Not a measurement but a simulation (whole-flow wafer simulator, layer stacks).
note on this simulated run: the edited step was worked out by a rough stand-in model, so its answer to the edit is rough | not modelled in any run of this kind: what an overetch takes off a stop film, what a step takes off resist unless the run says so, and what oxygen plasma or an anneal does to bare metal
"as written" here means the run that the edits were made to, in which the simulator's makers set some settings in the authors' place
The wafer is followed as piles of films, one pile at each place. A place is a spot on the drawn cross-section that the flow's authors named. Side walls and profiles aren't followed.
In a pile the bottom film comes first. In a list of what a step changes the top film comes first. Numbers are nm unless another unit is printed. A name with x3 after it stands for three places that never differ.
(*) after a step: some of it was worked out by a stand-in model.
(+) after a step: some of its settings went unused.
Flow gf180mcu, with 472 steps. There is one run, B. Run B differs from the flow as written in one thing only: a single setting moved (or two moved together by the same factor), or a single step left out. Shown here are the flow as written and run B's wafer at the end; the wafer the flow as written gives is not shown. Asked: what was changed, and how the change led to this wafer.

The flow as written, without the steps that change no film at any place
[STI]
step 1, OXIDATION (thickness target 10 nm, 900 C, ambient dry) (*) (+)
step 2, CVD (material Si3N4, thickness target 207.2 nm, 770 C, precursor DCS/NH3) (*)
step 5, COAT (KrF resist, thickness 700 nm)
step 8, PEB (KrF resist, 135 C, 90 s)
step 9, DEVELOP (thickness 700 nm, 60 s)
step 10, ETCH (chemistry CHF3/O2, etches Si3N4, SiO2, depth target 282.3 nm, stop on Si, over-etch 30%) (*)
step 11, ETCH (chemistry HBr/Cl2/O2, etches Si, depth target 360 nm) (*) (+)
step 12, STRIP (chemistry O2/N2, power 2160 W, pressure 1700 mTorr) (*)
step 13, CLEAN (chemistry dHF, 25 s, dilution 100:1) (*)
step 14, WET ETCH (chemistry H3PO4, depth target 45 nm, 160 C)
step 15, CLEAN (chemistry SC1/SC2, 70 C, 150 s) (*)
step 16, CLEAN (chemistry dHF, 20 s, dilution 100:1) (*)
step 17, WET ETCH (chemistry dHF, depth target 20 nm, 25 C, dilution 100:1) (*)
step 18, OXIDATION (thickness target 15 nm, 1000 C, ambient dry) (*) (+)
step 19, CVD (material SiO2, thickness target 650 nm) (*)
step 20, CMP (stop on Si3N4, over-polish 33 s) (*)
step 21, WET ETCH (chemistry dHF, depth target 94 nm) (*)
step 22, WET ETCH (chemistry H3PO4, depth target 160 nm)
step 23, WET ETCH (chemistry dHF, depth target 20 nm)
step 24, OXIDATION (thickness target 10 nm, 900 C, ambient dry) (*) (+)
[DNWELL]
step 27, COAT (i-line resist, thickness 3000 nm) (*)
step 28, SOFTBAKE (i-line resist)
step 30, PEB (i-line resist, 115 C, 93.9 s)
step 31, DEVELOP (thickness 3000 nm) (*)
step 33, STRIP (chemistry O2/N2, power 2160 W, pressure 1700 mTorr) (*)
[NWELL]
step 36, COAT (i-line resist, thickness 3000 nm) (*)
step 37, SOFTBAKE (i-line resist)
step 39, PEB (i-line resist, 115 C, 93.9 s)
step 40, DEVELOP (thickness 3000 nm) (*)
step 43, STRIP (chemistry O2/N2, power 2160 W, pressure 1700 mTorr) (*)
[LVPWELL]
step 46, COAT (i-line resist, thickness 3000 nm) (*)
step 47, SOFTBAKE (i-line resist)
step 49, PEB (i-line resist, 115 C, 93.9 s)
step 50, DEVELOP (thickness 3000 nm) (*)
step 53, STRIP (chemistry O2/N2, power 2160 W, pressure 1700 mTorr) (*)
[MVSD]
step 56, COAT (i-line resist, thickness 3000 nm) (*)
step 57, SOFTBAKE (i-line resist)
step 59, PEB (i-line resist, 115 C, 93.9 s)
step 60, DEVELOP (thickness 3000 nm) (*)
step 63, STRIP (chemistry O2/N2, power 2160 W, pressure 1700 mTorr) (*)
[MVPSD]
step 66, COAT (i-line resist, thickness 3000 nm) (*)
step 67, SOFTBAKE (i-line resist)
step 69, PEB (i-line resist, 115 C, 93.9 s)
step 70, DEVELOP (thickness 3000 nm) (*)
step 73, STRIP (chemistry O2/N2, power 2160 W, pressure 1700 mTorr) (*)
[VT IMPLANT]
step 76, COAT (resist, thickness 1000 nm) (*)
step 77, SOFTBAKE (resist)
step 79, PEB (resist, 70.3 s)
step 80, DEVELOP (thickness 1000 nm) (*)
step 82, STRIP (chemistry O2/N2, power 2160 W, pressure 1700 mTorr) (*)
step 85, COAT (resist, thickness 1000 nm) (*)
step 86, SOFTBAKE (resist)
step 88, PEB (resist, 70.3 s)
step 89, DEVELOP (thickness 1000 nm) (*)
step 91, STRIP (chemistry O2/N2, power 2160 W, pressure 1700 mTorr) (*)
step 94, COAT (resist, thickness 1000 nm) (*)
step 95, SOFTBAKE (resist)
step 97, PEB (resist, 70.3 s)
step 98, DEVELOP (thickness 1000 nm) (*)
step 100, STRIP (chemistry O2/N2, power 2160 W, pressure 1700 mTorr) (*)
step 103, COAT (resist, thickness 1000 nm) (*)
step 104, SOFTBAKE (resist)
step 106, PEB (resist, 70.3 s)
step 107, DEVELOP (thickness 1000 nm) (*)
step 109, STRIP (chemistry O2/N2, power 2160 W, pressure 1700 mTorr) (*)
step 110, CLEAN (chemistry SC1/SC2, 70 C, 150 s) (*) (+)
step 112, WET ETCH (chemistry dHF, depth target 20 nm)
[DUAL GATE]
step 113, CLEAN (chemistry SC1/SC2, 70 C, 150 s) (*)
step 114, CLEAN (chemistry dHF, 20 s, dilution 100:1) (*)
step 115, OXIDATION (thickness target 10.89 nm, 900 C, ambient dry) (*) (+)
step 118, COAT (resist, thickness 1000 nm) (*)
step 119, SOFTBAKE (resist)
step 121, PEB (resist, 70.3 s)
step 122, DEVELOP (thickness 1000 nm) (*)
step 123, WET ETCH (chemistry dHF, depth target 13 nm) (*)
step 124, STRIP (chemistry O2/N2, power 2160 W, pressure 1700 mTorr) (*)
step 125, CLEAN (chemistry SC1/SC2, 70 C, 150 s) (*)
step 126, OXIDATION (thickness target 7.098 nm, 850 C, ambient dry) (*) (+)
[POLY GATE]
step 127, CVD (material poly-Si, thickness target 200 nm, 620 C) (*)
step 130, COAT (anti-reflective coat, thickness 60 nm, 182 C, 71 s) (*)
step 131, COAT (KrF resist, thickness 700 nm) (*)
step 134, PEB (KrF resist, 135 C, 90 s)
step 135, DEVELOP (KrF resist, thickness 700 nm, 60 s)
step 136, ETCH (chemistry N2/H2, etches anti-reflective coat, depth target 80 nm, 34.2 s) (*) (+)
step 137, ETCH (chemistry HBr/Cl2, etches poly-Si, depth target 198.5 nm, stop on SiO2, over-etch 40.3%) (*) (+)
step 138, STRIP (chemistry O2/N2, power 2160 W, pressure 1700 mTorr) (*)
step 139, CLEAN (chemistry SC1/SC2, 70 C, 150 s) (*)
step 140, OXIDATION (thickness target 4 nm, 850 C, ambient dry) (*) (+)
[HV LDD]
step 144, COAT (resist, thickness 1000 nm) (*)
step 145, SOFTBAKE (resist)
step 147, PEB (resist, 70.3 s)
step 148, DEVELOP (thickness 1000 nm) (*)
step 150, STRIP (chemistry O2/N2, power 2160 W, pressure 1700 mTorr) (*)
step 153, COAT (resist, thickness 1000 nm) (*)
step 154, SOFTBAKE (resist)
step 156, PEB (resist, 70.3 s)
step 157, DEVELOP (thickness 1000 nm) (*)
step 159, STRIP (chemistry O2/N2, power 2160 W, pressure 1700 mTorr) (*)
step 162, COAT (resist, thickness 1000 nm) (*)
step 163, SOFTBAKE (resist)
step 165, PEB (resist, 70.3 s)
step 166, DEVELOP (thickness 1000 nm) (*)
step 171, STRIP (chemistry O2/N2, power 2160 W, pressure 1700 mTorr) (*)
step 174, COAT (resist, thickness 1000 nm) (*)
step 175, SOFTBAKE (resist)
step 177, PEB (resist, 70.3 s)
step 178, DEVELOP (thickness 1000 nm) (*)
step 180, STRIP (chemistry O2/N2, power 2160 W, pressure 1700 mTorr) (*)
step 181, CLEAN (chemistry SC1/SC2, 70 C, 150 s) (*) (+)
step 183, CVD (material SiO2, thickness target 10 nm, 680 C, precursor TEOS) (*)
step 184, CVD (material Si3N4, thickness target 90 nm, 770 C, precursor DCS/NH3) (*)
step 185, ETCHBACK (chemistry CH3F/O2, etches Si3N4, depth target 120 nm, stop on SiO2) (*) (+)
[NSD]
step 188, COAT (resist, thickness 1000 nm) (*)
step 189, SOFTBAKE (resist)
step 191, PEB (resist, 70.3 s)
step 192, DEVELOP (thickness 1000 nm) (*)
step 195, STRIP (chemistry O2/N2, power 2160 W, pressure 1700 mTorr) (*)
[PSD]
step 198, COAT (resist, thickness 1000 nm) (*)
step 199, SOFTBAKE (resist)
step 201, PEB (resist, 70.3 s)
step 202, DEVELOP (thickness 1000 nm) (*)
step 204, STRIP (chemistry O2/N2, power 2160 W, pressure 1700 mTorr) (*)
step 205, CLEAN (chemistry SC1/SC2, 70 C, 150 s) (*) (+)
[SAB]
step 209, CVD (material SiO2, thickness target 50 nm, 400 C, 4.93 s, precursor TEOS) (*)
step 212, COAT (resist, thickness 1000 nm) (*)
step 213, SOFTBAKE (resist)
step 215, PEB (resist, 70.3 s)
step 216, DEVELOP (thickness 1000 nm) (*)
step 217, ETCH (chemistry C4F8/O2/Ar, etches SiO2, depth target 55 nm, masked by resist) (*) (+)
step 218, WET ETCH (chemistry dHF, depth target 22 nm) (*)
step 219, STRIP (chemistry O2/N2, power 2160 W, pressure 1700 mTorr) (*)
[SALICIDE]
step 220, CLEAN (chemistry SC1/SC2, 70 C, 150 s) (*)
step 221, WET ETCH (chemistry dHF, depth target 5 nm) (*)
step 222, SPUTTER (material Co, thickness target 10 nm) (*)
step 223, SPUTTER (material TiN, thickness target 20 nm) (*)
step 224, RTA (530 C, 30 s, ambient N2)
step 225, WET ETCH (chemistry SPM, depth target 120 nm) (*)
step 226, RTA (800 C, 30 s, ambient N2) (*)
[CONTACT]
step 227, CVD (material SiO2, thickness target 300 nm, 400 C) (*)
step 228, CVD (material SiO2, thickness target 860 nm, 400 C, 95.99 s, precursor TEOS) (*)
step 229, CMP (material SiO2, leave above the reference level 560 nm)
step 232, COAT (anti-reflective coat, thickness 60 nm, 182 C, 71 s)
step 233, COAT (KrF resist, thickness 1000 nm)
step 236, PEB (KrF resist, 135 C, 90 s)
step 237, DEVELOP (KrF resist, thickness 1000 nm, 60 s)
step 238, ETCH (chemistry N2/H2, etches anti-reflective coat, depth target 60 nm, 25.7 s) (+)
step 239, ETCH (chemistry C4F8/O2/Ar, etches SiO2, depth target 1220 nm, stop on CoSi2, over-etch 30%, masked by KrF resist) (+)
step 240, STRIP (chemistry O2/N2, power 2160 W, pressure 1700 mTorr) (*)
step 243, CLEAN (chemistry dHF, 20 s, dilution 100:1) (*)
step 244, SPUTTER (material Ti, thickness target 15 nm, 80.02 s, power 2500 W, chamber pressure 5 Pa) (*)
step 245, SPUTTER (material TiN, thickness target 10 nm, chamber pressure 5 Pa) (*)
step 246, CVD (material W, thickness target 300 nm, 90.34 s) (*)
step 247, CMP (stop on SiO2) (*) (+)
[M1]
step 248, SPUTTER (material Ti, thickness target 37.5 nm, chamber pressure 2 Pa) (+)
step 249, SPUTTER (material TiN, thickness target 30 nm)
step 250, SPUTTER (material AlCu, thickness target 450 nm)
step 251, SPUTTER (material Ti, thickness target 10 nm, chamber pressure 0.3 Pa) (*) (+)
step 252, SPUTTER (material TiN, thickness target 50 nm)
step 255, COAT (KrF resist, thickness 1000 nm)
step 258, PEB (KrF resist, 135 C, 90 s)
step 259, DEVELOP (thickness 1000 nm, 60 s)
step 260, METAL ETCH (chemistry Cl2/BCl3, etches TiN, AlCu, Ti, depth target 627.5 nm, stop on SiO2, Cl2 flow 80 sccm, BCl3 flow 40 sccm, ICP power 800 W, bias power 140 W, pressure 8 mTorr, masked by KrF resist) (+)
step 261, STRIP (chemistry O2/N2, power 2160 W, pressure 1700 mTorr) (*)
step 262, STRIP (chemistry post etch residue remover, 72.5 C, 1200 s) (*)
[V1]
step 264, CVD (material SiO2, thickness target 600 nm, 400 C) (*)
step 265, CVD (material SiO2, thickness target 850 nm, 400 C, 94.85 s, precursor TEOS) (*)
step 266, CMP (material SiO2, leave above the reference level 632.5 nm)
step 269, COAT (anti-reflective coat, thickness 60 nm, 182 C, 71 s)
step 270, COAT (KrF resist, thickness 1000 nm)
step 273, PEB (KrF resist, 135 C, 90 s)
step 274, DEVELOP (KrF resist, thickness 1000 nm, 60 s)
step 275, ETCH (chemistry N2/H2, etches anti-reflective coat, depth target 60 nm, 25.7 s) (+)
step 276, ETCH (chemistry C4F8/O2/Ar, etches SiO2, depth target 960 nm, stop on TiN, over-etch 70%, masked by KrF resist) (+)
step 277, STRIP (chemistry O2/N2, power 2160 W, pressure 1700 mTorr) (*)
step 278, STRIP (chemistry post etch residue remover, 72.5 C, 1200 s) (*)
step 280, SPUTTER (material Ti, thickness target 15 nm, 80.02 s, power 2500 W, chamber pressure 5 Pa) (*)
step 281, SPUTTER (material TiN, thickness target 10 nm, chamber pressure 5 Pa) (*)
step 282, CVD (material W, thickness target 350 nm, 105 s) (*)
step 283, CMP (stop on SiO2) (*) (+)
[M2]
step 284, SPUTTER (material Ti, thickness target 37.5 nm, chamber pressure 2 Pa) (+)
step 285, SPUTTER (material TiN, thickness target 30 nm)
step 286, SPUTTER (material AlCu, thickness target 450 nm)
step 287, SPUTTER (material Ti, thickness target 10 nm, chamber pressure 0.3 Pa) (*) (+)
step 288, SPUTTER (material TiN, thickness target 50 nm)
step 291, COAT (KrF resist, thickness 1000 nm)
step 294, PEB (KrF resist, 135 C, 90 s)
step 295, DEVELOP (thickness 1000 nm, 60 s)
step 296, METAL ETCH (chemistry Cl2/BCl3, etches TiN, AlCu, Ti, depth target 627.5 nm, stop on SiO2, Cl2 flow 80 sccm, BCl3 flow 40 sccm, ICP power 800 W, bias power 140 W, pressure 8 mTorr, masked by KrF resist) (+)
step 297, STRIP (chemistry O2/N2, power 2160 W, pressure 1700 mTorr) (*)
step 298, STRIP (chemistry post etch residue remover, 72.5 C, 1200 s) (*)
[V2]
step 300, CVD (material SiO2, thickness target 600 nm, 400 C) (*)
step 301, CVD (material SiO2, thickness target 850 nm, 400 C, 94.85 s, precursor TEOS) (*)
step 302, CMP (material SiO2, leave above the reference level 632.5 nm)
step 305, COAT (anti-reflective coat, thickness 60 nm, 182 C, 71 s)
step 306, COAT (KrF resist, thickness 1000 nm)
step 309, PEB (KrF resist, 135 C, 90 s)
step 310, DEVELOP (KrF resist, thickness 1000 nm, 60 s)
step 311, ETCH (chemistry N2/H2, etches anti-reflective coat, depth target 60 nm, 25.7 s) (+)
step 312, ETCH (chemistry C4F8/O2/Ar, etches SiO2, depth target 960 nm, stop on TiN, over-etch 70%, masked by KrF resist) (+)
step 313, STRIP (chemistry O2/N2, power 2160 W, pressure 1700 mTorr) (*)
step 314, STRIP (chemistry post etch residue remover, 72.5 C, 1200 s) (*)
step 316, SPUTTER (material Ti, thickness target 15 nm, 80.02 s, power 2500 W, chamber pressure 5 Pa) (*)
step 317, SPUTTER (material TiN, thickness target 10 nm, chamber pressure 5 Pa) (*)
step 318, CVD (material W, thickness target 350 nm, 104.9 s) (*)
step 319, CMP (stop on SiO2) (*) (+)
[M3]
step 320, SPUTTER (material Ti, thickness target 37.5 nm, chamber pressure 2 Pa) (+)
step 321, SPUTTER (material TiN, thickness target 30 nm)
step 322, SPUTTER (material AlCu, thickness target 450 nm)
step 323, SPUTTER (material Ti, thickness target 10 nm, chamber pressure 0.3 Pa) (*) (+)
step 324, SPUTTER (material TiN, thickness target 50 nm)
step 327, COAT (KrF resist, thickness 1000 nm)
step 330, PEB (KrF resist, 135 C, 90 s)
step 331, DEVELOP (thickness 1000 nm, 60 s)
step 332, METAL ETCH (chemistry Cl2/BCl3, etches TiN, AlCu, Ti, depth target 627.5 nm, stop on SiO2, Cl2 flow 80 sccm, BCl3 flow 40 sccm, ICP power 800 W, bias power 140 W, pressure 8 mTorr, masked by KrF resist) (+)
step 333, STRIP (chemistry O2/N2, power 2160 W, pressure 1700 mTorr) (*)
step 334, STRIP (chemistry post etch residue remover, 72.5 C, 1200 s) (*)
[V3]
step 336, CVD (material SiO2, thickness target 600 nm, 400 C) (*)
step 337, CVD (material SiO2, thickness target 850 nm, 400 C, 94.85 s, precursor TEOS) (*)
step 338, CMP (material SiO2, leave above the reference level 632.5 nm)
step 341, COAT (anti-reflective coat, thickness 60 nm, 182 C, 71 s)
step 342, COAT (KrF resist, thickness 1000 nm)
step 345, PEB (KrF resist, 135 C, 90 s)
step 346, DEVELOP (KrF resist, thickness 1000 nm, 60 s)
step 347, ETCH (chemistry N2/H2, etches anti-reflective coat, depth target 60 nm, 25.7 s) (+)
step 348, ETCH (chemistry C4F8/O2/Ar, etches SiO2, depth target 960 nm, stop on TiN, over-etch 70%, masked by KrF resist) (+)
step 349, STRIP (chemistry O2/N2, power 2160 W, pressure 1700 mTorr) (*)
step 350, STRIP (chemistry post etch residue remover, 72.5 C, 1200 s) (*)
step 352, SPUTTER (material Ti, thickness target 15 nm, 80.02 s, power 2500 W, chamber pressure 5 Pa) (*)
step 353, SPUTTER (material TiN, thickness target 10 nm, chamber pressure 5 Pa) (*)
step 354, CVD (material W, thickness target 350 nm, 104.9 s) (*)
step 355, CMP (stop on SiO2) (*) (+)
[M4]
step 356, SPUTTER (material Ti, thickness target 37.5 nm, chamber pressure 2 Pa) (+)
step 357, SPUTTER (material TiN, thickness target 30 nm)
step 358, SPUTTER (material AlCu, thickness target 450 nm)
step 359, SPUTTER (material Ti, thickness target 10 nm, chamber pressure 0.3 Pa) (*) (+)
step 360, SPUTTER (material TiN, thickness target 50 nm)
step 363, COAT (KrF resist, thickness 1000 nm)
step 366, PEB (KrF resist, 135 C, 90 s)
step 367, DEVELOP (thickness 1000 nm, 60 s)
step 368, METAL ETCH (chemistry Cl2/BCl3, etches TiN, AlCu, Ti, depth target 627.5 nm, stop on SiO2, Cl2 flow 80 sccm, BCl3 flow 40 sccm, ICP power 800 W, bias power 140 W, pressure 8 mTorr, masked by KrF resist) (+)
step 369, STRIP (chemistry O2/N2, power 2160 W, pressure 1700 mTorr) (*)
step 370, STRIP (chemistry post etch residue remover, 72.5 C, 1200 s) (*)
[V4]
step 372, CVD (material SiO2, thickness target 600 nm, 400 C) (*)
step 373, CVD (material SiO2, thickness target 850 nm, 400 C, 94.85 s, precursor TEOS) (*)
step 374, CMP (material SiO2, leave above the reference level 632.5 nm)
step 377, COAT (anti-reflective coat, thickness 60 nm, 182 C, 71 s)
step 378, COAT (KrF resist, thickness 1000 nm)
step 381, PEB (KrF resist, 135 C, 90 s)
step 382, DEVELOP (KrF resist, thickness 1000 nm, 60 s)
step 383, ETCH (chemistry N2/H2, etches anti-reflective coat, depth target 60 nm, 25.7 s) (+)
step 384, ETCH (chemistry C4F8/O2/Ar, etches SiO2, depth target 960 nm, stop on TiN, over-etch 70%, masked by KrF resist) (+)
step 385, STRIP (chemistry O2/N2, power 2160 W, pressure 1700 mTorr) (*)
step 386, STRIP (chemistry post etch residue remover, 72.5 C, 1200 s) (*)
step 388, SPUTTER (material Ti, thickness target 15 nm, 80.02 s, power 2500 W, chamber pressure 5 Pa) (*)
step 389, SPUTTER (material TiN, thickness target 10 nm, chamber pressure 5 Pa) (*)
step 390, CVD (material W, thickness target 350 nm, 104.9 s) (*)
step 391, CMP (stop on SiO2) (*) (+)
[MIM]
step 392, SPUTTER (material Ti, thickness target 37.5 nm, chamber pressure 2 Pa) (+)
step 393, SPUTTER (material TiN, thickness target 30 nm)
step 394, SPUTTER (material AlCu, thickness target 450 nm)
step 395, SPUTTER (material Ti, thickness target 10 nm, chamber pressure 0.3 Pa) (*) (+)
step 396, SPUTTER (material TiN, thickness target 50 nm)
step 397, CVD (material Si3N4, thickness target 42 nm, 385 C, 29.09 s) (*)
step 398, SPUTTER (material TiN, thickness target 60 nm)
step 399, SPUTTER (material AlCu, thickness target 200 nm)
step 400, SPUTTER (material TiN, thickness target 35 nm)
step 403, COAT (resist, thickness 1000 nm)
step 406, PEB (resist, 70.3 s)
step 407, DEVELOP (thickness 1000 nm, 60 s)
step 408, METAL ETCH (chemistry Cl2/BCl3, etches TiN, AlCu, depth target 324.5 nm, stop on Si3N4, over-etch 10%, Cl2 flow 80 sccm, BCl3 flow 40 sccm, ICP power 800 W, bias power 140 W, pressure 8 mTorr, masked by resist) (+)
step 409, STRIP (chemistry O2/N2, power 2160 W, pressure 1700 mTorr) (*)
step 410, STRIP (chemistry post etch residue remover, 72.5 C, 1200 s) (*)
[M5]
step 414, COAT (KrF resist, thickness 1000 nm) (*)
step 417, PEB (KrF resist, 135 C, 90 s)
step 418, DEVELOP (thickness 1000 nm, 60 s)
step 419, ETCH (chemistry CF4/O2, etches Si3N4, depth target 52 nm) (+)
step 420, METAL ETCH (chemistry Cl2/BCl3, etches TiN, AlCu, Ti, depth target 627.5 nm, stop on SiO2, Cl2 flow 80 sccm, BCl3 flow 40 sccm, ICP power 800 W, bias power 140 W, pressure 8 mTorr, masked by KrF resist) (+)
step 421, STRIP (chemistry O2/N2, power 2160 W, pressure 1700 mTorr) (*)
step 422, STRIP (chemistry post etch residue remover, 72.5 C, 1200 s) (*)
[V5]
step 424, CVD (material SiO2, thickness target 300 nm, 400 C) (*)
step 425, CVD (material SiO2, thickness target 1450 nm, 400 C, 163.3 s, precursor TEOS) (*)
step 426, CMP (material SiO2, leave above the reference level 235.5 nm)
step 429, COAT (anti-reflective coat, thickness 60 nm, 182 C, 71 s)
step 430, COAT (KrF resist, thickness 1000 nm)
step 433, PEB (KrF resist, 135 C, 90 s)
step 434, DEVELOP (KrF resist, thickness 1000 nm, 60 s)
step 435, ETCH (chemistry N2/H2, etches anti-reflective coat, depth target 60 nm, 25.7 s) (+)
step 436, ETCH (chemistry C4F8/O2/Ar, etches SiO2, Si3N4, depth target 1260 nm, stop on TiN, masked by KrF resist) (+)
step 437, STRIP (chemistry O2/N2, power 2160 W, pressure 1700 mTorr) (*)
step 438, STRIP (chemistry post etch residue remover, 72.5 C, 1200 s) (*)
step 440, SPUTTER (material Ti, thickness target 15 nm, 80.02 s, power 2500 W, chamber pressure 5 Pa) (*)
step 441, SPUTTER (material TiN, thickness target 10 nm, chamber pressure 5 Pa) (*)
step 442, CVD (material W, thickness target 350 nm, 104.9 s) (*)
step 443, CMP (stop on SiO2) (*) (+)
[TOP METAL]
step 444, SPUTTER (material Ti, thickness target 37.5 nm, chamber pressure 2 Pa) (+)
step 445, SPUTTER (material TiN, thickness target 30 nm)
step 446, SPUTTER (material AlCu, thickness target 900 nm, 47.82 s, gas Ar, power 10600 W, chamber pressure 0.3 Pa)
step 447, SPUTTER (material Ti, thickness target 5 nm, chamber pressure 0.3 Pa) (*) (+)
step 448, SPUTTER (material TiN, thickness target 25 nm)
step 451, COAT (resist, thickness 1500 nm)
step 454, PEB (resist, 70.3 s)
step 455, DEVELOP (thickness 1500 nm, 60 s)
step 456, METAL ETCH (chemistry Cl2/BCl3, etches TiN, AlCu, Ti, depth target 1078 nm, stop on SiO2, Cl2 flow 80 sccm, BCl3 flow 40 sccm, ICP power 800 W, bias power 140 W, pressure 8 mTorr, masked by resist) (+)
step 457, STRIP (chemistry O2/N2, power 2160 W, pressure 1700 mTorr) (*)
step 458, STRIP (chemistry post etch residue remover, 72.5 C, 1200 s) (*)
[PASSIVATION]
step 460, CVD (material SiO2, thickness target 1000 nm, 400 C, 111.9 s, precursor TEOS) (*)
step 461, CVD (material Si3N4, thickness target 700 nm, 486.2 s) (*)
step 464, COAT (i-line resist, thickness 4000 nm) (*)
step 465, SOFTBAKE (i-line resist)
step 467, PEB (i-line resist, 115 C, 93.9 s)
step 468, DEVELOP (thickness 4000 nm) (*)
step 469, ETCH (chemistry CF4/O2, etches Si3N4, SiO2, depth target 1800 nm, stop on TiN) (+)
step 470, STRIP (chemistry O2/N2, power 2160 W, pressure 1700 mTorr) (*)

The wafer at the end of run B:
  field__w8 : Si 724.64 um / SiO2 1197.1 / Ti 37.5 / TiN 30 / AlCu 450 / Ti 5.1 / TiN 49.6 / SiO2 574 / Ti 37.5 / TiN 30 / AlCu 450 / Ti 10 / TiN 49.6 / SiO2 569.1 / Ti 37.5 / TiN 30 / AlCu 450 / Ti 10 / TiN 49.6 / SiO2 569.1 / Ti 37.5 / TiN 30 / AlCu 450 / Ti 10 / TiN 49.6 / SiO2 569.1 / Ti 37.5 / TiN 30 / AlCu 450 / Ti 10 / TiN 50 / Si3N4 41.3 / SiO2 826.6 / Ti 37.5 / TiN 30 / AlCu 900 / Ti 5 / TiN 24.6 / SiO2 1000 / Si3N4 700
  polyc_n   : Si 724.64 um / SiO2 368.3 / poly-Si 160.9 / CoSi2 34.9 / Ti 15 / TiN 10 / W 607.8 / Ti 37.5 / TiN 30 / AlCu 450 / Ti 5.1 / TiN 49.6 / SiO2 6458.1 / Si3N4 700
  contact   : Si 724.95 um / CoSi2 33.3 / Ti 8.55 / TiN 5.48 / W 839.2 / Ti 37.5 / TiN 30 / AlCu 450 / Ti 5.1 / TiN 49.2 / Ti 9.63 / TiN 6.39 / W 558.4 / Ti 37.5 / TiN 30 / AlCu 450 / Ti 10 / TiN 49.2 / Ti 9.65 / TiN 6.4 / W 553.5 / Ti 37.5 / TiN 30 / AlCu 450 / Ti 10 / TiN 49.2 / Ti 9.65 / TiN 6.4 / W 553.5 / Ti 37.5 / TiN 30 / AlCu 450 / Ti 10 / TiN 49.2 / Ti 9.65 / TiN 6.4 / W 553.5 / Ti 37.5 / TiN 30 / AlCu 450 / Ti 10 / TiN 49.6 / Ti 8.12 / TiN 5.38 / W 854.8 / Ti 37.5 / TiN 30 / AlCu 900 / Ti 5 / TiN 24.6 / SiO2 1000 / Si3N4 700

The reason: step 251, SPUTTER: thickness target 5.1 nm was run, while the flow as written has thickness target 10 nm.
One can read it off the wafer: field__w8 has Ti 5.1, and step 251 as written asks for 10 nm.

How this came from the change, step by step:
  step 251, SPUTTER (material Ti, thickness target 10 nm, chamber pressure 0.3 Pa) (*) (+)
      field, field__w1, field__w2 and 108 more: +5.1 Ti (new film) (in the flow as written it would be: +10 Ti (new film))
  step 260, METAL ETCH (chemistry Cl2/BCl3, etches TiN, AlCu, Ti, depth target 627.5 nm, stop on SiO2, Cl2 flow 80 sccm, BCl3 flow 40 sccm, ICP power 800 W, bias power 140 W, pressure 8 mTorr, masked by KrF resist) (+)
      field, field__w1, field__w2 and 99 more: -50 TiN (all of it), -5.1 Ti (all of it), -450 AlCu (all of it), -30 TiN (all of it), -37.5 Ti (all of it) (in the flow as written it would be: -50 TiN (all of it), -10 Ti (all of it), -450 AlCu (all of it), -30 TiN (all of it), -37.5 Ti (all of it))
